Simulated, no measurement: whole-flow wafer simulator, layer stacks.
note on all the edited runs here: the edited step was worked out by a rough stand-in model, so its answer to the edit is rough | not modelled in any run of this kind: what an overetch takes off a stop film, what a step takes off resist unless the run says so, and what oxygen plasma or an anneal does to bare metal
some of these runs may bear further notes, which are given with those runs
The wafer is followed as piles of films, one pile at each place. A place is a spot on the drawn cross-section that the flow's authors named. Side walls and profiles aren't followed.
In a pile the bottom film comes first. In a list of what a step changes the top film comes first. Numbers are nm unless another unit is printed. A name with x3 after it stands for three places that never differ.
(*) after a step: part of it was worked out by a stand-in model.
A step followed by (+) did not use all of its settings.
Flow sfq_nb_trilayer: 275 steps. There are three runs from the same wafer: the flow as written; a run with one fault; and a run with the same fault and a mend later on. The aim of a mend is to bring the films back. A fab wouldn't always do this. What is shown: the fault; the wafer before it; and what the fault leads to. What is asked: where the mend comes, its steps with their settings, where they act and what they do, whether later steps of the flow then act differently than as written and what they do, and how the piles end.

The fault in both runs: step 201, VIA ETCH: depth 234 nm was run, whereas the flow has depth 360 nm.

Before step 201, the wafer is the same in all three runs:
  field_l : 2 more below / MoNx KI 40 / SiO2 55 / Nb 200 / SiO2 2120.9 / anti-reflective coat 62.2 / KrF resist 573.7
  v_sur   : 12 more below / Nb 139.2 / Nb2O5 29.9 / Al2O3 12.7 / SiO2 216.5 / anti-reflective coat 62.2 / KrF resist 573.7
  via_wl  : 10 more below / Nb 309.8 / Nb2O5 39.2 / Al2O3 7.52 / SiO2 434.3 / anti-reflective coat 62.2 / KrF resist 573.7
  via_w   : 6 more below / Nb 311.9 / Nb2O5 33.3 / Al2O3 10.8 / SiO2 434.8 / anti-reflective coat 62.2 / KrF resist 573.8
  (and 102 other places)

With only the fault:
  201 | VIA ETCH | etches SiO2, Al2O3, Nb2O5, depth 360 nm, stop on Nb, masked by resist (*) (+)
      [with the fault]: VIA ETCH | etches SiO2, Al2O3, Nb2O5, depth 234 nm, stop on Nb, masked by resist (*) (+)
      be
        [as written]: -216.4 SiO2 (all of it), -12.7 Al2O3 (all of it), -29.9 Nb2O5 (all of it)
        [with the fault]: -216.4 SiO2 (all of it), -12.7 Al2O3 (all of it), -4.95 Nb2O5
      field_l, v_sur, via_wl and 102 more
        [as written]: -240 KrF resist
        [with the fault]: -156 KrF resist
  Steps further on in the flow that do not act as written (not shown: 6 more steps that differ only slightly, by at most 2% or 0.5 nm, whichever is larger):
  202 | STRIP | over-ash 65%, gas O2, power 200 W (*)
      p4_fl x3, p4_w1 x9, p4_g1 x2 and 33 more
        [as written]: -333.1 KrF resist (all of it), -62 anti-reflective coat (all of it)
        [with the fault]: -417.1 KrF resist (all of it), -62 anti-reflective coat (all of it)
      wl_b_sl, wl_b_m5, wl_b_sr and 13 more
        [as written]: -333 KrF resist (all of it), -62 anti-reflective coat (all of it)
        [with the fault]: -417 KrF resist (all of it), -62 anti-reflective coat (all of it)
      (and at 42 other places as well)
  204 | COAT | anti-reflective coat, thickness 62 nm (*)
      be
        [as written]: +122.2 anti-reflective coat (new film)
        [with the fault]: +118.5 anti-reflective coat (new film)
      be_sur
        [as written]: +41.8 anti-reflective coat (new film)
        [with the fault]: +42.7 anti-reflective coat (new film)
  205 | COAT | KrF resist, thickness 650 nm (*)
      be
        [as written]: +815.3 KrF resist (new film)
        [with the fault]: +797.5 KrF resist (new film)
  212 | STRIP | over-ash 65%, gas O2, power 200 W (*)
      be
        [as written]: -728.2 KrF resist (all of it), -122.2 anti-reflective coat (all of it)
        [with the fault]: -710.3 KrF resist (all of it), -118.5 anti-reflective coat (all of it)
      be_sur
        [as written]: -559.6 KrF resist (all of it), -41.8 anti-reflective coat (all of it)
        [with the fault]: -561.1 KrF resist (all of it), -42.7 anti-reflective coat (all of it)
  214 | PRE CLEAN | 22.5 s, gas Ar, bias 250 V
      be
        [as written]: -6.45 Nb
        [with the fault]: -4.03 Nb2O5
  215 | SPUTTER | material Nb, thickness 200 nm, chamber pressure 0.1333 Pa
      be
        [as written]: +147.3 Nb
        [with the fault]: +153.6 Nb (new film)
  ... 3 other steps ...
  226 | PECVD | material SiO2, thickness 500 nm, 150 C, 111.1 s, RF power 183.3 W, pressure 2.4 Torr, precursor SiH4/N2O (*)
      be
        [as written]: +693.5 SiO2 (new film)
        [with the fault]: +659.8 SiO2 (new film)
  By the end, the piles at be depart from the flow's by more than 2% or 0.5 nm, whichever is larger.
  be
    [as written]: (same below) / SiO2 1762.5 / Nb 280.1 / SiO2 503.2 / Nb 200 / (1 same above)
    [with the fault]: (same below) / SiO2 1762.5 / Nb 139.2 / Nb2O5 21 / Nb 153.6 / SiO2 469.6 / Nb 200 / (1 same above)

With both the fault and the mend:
  The mend stands after step 202.
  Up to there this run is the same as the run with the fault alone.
  202a | COAT | anti-reflective coat, thickness 62 nm (*) (a further turn of the flow's step 194)
      lsp_r, l0_sur, l0v and 64 more
        +62 anti-reflective coat (new film)
      wl_a_sl, wl_a_m6, wl_a_sr, wl_g_sr
        +61.9 anti-reflective coat (new film)
      v_sur, via_wl
        +61.7 anti-reflective coat (new film)
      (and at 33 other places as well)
  202b | COAT | KrF resist, thickness 650 nm (*) (a further turn of the flow's step 195)
      p4_fl x3, p4_w1 x9, p4_g1 x2 and 33 more
        +650 KrF resist (new film)
      wl_b_m5, wl_b_sr, wl_c_sl and 12 more
        +649.9 KrF resist (new film)
      r5r_line_l, r5r_line_c, r5r_line_r
        +634.3 KrF resist (new film)
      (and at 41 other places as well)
  202c | SOFTBAKE | KrF resist (a further turn of the flow's step 196)
      alters no film at any place that is followed
  202d | EXPOSE | photomask I5, dose 12.41 mJ/cm2, NA 0.6, wavelength 248 nm (*) (a further turn of the flow's step 197)
      alters no film at any place that is followed
  202e | PEB | KrF resist, 90 s (a further turn of the flow's step 198)
      field_l, v_sur, via_wl and 81 more
        -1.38 KrF resist
      via_w, via_wr, via_sp, be_sur
        -1.37 KrF resist
      ce_l, moat, field_r, wl_jj
        -1.39 KrF resist
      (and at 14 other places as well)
  202f | DEVELOP | KrF resist, thickness 650 nm, 60 s (a further turn of the flow's step 199)
      field_l, v_sur, via_wl and 102 more
        -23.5 KrF resist
      be
        -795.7 KrF resist (all of it)
  202g | VIA ETCH | etches anti-reflective coat, depth 125 nm, masked by resist (*) (+) (a further turn of the flow's step 200)
      field_l, v_sur, via_wl and 102 more
        -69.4 KrF resist
      be
        -118.5 anti-reflective coat (all of it)
  202h | VIA ETCH | etches SiO2, Al2O3, Nb2O5, depth 126 nm, stop on Nb, masked by resist (*) (+) (a further turn of the flow's step 201, with different settings)
      field_l, v_sur, via_wl and 102 more
        -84 KrF resist
      be
        -25 Nb2O5 (all of it)
  202i | STRIP | over-ash 65%, gas O2, power 200 W (*) (a further turn of the flow's step 202)
      p4_fl x3, p4_w1 x9, p4_g1 x2 and 33 more
        -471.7 KrF resist (all of it), -62 anti-reflective coat (all of it)
      wl_b_sl, wl_b_m5, wl_b_sr and 7 more
        -471.5 KrF resist (all of it), -62 anti-reflective coat (all of it)
      wl_c_sr, wl_d_sl, wl_d_m1, wl_d_sr, wl_e_sl, wl_e_m5, wl_e_sr
        -471.6 KrF resist (all of it), -62 anti-reflective coat (all of it)
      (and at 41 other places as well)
  Later steps of the flow that are run all act as written at every place that is followed.
  By the end, the piles equal the flow's at every place that both follow.
